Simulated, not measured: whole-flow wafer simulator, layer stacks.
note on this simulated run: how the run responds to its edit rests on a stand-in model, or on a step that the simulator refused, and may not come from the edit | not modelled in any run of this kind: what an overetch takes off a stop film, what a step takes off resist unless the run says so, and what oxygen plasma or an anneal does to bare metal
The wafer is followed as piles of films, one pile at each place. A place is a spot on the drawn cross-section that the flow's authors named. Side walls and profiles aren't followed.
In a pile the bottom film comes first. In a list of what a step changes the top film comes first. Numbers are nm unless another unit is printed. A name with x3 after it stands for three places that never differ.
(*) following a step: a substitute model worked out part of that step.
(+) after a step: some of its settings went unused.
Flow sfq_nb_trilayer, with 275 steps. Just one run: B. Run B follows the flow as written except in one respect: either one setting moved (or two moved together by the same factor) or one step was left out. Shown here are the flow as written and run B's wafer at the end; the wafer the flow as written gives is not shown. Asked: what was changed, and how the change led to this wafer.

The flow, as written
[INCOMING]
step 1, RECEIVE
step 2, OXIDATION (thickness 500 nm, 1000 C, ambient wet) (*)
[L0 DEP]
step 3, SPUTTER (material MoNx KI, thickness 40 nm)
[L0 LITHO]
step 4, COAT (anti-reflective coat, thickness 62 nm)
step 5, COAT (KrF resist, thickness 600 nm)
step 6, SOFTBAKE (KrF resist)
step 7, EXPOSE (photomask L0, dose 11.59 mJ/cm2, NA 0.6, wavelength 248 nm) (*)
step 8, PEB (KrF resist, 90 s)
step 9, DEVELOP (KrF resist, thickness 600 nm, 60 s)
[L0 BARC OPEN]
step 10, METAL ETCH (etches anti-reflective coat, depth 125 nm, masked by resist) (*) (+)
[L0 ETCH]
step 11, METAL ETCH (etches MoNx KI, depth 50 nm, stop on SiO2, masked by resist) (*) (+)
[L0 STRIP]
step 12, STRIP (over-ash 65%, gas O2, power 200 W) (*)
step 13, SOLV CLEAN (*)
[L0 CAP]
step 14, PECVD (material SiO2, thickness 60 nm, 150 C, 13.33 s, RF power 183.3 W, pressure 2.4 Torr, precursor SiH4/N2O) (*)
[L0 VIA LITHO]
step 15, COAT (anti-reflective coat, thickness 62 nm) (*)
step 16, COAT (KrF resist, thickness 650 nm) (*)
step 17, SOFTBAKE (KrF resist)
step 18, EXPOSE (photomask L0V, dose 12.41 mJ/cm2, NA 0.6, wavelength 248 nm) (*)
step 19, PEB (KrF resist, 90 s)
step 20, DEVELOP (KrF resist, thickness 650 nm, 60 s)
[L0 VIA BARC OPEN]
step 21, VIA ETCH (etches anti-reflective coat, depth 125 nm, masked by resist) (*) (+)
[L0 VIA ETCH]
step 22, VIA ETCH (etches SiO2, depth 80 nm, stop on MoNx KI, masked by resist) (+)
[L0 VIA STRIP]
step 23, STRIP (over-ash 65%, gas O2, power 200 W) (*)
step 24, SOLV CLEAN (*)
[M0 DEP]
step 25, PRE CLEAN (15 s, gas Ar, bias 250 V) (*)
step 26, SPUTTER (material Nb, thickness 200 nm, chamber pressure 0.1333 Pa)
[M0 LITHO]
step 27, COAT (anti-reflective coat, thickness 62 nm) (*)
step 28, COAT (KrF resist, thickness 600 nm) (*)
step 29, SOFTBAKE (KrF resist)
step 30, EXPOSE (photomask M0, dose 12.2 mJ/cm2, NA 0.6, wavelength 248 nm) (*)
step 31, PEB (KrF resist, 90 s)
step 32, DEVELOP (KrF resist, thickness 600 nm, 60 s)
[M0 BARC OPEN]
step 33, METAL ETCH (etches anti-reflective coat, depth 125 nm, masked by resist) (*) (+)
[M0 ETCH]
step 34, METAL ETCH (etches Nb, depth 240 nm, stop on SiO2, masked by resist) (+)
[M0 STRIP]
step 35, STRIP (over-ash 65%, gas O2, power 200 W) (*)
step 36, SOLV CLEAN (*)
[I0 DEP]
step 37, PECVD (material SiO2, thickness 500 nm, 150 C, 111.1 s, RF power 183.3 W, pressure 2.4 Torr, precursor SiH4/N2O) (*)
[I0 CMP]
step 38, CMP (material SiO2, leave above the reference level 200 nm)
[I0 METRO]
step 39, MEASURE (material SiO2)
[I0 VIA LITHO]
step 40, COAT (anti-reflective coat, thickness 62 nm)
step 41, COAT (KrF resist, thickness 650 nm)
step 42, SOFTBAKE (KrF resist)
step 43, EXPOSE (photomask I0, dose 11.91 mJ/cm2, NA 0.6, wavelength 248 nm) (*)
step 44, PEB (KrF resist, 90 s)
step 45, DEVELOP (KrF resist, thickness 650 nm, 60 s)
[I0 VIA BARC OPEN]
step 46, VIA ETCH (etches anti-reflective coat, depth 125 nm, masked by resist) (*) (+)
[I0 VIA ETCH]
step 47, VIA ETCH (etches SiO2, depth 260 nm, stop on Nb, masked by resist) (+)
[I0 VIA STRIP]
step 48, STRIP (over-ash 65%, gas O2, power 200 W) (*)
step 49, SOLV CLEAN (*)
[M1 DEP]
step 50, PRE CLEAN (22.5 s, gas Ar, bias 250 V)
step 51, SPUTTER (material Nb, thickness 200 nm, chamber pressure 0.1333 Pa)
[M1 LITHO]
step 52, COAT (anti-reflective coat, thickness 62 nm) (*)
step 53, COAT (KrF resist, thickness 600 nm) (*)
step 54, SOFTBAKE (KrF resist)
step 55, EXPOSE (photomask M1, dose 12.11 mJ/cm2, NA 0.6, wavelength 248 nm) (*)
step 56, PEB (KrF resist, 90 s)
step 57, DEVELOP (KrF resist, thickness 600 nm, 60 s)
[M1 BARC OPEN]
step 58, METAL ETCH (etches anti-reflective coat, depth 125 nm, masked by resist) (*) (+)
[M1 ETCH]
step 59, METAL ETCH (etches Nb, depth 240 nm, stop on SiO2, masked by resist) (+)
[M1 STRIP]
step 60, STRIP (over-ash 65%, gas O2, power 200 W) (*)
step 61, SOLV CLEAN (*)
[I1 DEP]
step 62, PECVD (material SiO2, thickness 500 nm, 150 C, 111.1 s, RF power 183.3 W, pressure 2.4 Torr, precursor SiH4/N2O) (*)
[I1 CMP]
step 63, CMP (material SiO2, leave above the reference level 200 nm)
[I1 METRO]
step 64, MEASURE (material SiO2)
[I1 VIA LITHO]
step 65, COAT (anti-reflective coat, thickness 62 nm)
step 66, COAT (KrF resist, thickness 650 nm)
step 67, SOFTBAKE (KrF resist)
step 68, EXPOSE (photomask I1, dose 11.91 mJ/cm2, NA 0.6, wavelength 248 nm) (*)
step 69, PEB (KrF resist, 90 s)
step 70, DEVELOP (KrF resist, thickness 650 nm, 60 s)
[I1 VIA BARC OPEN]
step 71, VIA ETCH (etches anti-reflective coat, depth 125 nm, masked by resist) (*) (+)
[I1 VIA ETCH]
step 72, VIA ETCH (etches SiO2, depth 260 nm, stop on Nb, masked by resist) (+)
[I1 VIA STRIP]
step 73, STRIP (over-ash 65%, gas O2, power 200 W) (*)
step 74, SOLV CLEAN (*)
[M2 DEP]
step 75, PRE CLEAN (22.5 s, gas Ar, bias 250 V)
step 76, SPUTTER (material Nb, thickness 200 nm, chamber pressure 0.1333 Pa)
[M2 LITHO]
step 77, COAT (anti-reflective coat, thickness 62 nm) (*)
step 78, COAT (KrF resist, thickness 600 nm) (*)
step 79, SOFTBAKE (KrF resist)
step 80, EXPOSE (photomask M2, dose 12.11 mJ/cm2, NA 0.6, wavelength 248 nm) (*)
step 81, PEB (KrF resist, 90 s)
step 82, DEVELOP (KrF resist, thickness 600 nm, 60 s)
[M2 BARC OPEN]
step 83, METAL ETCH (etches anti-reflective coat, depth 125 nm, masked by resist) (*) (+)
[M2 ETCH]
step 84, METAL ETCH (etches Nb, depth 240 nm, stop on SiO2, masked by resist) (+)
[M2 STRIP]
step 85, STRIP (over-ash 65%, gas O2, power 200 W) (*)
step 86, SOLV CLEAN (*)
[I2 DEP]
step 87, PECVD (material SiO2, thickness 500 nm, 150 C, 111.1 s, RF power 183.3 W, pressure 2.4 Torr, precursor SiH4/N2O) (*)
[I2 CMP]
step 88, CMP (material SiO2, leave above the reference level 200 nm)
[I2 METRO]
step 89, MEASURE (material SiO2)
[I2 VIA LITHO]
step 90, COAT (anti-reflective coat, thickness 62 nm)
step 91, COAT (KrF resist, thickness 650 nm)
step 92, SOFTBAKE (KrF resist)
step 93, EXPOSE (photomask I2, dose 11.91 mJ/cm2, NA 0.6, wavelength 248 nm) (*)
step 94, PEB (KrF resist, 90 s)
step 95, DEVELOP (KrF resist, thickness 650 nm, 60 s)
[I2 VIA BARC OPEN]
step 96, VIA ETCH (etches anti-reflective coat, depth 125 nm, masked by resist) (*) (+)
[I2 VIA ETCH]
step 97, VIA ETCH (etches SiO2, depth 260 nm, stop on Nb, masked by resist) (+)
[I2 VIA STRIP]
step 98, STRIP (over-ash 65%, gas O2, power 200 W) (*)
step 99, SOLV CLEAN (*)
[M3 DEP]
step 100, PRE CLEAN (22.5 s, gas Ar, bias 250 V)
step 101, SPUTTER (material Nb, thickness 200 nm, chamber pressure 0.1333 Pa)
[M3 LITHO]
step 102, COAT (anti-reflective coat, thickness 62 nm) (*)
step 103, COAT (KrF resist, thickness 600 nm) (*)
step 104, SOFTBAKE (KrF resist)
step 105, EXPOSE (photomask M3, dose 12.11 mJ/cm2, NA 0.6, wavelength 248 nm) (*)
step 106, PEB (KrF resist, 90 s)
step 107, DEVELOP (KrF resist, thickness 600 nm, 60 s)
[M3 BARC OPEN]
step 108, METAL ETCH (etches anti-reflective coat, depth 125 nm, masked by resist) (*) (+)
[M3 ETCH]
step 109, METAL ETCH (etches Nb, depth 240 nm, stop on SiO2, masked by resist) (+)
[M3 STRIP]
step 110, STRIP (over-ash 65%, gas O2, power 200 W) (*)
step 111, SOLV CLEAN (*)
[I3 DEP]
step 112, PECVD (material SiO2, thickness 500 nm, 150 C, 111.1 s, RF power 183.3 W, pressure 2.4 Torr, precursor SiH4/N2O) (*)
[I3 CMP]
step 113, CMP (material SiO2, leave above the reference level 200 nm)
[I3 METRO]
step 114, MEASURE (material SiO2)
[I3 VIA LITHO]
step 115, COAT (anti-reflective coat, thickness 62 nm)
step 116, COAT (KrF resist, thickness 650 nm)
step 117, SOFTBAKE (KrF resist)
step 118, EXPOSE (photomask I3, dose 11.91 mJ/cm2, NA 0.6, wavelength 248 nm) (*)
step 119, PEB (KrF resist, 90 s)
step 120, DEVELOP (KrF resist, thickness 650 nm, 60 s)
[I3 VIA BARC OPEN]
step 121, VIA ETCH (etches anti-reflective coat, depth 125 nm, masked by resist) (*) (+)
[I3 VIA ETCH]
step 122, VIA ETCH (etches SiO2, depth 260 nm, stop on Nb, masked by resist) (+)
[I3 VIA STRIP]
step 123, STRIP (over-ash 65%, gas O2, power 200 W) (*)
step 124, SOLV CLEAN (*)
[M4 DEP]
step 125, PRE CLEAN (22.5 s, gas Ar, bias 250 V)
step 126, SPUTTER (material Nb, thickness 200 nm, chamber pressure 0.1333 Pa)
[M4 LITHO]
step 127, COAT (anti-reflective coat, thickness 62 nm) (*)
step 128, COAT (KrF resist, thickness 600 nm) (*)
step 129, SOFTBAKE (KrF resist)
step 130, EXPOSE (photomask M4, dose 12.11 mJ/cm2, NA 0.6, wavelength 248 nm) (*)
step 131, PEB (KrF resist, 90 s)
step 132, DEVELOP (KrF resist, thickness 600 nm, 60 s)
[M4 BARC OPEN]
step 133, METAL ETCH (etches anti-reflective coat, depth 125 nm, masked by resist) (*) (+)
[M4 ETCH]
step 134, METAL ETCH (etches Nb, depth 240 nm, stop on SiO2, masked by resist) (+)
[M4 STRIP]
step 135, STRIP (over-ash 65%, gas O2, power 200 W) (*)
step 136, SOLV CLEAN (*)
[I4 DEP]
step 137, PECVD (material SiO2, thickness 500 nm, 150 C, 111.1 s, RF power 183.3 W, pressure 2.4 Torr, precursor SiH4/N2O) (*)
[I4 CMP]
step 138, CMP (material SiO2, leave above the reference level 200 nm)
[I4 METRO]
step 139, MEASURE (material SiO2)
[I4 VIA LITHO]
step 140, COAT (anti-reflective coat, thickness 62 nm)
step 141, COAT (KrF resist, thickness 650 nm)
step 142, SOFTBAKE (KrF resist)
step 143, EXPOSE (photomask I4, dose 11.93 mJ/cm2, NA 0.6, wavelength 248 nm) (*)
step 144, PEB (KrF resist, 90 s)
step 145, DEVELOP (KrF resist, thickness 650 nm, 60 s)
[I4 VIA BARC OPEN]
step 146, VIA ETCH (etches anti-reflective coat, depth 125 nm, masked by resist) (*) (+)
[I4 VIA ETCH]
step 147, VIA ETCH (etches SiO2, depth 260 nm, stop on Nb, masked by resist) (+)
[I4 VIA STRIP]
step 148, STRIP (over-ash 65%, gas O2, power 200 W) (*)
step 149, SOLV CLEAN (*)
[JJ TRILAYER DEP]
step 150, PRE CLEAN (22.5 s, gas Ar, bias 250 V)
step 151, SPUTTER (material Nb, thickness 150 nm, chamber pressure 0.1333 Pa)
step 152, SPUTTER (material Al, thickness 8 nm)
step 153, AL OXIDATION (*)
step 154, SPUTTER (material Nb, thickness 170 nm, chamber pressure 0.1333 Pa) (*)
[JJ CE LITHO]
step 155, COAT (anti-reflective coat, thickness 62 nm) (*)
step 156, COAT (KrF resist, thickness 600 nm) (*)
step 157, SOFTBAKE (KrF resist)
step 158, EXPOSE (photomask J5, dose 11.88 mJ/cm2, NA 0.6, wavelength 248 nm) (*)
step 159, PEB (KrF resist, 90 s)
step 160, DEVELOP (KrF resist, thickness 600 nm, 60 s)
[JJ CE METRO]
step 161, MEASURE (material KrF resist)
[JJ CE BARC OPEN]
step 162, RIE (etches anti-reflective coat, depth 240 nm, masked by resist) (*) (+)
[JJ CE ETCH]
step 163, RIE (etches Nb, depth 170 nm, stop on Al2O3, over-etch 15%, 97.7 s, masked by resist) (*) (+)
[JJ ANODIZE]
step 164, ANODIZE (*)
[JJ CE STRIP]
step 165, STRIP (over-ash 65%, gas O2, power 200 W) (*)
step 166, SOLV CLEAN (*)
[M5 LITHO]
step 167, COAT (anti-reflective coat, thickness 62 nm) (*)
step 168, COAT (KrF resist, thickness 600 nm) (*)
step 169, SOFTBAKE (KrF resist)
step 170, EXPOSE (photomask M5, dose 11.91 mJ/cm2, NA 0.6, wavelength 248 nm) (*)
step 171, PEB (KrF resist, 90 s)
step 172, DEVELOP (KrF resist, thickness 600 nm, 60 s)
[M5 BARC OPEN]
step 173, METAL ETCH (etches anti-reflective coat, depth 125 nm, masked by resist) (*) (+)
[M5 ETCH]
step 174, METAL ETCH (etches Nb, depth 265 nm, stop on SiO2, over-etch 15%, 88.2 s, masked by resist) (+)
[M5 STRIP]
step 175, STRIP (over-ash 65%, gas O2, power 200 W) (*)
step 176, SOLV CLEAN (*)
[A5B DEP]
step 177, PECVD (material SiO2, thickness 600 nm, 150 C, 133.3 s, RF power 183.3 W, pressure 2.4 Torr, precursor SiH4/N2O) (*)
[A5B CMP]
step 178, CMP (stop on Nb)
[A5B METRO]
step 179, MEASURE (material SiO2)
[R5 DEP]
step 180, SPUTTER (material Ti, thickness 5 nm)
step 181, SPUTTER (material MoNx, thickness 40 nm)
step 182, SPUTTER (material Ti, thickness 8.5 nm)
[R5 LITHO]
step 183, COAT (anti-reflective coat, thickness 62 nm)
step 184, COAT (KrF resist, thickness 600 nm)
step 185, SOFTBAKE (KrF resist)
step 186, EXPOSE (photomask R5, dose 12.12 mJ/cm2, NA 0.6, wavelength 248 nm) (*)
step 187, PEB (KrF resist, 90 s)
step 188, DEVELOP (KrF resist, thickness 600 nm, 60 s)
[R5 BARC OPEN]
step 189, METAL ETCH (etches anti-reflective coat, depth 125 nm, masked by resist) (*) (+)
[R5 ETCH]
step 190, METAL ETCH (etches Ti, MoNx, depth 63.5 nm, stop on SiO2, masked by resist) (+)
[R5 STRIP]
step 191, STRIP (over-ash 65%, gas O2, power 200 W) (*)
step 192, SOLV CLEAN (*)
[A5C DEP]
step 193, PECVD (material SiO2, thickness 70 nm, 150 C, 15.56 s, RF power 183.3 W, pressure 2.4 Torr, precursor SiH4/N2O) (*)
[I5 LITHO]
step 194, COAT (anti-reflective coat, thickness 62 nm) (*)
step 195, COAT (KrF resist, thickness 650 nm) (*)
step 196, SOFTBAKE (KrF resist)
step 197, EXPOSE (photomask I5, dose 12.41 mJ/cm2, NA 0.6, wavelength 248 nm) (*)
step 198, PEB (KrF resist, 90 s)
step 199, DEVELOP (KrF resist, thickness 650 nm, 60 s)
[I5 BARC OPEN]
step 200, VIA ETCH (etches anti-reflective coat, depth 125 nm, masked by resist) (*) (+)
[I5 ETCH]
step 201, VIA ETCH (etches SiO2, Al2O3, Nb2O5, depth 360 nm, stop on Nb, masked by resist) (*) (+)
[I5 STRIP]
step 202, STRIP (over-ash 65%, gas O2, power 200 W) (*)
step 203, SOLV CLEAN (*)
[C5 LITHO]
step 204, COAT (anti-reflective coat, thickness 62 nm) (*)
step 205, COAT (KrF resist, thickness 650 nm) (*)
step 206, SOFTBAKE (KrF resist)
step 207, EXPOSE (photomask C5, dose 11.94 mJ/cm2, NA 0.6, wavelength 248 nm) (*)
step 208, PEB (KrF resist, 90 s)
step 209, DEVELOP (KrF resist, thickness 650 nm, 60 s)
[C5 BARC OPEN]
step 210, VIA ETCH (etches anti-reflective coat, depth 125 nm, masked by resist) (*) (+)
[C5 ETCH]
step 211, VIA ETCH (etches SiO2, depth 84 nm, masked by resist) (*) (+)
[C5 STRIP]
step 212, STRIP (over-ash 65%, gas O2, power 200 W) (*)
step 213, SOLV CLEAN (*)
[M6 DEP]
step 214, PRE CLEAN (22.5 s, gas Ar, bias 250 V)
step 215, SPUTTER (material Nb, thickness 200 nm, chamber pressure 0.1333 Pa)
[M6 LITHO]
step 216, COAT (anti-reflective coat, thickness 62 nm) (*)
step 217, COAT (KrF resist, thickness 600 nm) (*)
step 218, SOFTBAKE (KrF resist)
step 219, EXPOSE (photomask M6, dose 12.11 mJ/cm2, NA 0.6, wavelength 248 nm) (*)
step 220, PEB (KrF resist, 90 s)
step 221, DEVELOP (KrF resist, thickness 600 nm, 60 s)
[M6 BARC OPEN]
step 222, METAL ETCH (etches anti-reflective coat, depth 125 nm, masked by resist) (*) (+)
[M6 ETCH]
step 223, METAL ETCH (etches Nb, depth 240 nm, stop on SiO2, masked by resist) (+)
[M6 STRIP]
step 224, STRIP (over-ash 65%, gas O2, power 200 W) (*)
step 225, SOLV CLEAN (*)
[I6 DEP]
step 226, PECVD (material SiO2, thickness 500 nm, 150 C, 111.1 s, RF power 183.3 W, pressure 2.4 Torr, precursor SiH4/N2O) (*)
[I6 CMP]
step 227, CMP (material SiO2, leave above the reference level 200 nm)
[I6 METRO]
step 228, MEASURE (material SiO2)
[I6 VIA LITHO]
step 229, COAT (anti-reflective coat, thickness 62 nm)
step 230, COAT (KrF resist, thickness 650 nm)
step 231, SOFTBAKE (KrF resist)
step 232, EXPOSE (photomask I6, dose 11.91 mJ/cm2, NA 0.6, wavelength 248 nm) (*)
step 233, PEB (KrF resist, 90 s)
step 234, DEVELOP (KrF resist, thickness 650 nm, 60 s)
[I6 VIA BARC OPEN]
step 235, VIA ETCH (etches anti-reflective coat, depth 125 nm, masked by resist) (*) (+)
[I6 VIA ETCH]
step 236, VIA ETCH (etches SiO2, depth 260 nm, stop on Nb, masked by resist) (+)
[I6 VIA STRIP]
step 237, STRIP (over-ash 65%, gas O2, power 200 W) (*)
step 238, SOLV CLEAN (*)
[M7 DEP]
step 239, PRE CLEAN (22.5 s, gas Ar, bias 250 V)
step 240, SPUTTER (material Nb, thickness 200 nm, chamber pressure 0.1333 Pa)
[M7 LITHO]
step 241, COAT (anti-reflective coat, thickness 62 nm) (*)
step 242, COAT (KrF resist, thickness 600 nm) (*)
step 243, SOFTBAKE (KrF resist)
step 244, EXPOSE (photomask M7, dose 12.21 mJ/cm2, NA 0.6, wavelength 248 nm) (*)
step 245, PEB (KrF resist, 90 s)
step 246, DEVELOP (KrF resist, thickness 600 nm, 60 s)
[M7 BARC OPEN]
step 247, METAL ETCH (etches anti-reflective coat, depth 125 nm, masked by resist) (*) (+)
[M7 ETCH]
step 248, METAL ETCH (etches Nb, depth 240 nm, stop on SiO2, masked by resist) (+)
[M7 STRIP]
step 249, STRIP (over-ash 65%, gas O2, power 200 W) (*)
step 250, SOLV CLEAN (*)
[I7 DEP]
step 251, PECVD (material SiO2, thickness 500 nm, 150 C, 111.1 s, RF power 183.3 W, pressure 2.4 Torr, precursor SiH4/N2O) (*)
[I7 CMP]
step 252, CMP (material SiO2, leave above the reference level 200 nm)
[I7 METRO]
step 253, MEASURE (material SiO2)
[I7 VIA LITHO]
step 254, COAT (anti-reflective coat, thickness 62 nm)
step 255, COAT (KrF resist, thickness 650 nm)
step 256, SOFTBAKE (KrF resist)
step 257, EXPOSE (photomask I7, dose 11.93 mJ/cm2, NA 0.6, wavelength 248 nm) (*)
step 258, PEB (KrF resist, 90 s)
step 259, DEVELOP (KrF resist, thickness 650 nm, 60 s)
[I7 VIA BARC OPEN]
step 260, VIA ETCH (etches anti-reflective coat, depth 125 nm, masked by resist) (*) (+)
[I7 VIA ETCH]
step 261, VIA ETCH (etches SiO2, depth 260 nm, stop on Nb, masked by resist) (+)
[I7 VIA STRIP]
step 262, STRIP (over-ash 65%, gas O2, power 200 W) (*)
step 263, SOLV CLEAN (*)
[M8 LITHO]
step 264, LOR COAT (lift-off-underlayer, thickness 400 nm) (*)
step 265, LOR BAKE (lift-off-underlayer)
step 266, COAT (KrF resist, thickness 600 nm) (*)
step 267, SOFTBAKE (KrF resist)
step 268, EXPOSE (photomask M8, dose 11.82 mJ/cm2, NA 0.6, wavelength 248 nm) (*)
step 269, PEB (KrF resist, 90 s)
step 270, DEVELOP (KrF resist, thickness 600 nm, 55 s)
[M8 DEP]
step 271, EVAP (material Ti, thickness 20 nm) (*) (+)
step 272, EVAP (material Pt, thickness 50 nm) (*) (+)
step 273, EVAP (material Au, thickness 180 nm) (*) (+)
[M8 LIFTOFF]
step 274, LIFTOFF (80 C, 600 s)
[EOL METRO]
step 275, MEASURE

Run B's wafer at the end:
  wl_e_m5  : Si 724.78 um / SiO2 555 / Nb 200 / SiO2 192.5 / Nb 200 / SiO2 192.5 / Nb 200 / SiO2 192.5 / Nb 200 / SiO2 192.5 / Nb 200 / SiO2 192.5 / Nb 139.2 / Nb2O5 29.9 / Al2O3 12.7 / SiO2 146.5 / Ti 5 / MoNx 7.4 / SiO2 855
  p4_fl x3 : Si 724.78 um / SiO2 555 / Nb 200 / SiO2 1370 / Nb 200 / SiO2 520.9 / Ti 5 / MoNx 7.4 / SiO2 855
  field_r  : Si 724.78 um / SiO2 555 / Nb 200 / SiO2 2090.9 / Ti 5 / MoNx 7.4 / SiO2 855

The reason: step 181, SPUTTER: thickness 62.4 nm was run, whereas the flow has thickness 40 nm.

Step by step, how the change led to this:
  step 181, SPUTTER (material MoNx, thickness 40 nm)
      field_l, v_sur, via_wl and 103 more: +62.4 MoNx (new film) (it would be, as written: +40 MoNx (new film))
  step 190, METAL ETCH (etches Ti, MoNx, depth 63.5 nm, stop on SiO2, masked by resist) (+)
      field_l, v_sur, via_wl and 92 more: -8.5 Ti (all of it), -55 MoNx (it would be, as written: -8.5 Ti (all of it), -40 MoNx (all of it), -5 Ti (all of it))
      ce_l, c5j, ce_r, wl_jj: -8.5 Ti (all of it), -55 MoNx (it would be, as written: -8.5 Ti (all of it), -40 MoNx (all of it), -5 Ti (all of it), -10 Nb)
  step 193, PECVD (material SiO2, thickness 70 nm, 150 C, 15.56 s, RF power 183.3 W, pressure 2.4 Torr, precursor SiH4/N2O) (*)
      field_l, v_sur, via_wl and 92 more: +70 SiO2 (new film) (it would be, as written: +70 SiO2)
  step 194, COAT (anti-reflective coat, thickness 62 nm) (*)
      wl_j_sl, wl_j_sr: +62 anti-reflective coat (new film) (it would be, as written: +60.2 anti-reflective coat (new film))
      r5r_spacepad_l, r5r_spacepad_r: +88.7 anti-reflective coat (new film) (it would be, as written: +84.4 anti-reflective coat (new film))
      (as well as at 12 more places)
  step 201, VIA ETCH (etches SiO2, Al2O3, Nb2O5, depth 360 nm, stop on Nb, masked by resist) (*) (+)
      be: -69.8 SiO2 (all of it), -7.4 MoNx (all of it), -5 Ti (all of it), -146.5 SiO2 (all of it), -12.7 Al2O3 (all of it), -29.9 Nb2O5 (all of it) (it would be, as written: -216.4 SiO2 (all of it), -12.7 Al2O3 (all of it), -29.9 Nb2O5 (all of it))
  step 202, STRIP (over-ash 65%, gas O2, power 200 W) (*)
      wl_j_sl, wl_j_sr: -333 KrF resist (all of it), -62 anti-reflective coat (all of it) (it would be, as written: -333.3 KrF resist (all of it), -60.2 anti-reflective coat (all of it))
      r5r_spacepad_l, r5r_spacepad_r: -336 KrF resist (all of it), -88.7 anti-reflective coat (all of it) (it would be, as written: -335.6 KrF resist (all of it), -84.4 anti-reflective coat (all of it))
      (as well as at 12 more places)
  step 204, COAT (anti-reflective coat, thickness 62 nm) (*)
      wl_j_sl, wl_j_sr: +62 anti-reflective coat (new film) (it would be, as written: +60.2 anti-reflective coat (new film))
      r5r_spacepad_l, r5r_spacepad_r: +88.7 anti-reflective coat (new film) (it would be, as written: +84.4 anti-reflective coat (new film))
      (as well as at 12 more places)
  step 210, VIA ETCH (etches anti-reflective coat, depth 125 nm, masked by resist) (*) (+)
      c5j: -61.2 anti-reflective coat (all of it), -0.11 SiO2 (it would be, as written: -63.9 anti-reflective coat (all of it), -0.11 SiO2)
  step 211, VIA ETCH (etches SiO2, depth 84 nm, masked by resist) (*) (+)
      c5j: -69.9 SiO2 (all of it) (it would be, as written: -69.9 SiO2 (all of it), -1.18 Nb)
  step 212, STRIP (over-ash 65%, gas O2, power 200 W) (*)
      wl_j_sl, wl_j_sr: -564 KrF resist (all of it), -62 anti-reflective coat (all of it) (it would be, as written: -563.4 KrF resist (all of it), -60.2 anti-reflective coat (all of it))
      r5r_spacepad_l, r5r_spacepad_r: -566.9 KrF resist (all of it), -88.7 anti-reflective coat (all of it) (it would be, as written: -565.8 KrF resist (all of it), -84.4 anti-reflective coat (all of it))
      (as well as at 11 more places)
  step 214, PRE CLEAN (22.5 s, gas Ar, bias 250 V)
      c5j: -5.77 MoNx (it would be, as written: -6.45 Nb)
  step 215, SPUTTER (material Nb, thickness 200 nm, chamber pressure 0.1333 Pa)
      c5j: +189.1 Nb (new film) (it would be, as written: +188.4 Nb)
  step 216, COAT (anti-reflective coat, thickness 62 nm) (*)
      r5r_line_l, r5r_line_c, r5r_line_r: +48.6 anti-reflective coat (new film) (it would be, as written: +50 anti-reflective coat (new film))
      wl_j_sl, wl_j_sr: +62 anti-reflective coat (new film) (it would be, as written: +60.2 anti-reflective coat (new film))
      (as well as at 13 more places)
  step 222, METAL ETCH (etches anti-reflective coat, depth 125 nm, masked by resist) (*) (+)
      r5r_line_l, r5r_line_c, r5r_line_r: -48.6 anti-reflective coat (all of it) (it would be, as written: -50 anti-reflective coat (all of it))
      r5r_spacepad_l, r5r_spacepad_r: -90.7 anti-reflective coat (all of it) (it would be, as written: -85.7 anti-reflective coat (all of it))
      (as well as at 1 more place)
  step 224, STRIP (over-ash 65%, gas O2, power 200 W) (*)
      wl_j_sl, wl_j_sr: -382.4 KrF resist (all of it), -62 anti-reflective coat (all of it) (it would be, as written: -382.5 KrF resist (all of it), -60.2 anti-reflective coat (all of it))
      be_sur: -371.4 KrF resist (all of it), -42.9 anti-reflective coat (all of it) (it would be, as written: -371.2 KrF resist (all of it), -43.8 anti-reflective coat (all of it))
      (as well as at 9 more places)
  step 226, PECVD (material SiO2, thickness 500 nm, 150 C, 111.1 s, RF power 183.3 W, pressure 2.4 Torr, precursor SiH4/N2O) (*)
      be: +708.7 SiO2 (new film) (it would be, as written: +693.5 SiO2 (new film))
  step 227, CMP (material SiO2, leave above the reference level 200 nm)
      r5r_line_l, r5r_spacepad_l, r5r_spacepad_r, r5r_line_c, r5r_line_r: -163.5 SiO2 (it would be, as written: -153.5 SiO2)
      ce_l, ce_r, wl_jj: -300 SiO2 (it would be, as written: -290 SiO2)
      (as well as at 5 more places)
With metal films that touch counted as one body, wl_e_m5 has 7 bodies (between them, from the top down: SiO2 146.5 / Al2O3 12.7 / Nb2O5 29.9; SiO2 192.5; SiO2 192.5; SiO2 192.5; SiO2 192.5; SiO2 192.5); the flow as written gives 6 bodies (between them, from the top down: SiO2 192.5; SiO2 192.5; SiO2 192.5; SiO2 192.5; SiO2 192.5).
With metal films that touch counted as one body, p4_fl x3 has 3 bodies (between them, from the top down: SiO2 520.9; SiO2 1370); the flow as written gives 2 bodies (between them, from the top down: SiO2 1370).
With metal films that touch counted as one body, field_r has 2 bodies (between them, from the top down: SiO2 2090.9); the flow as written gives 1 body.
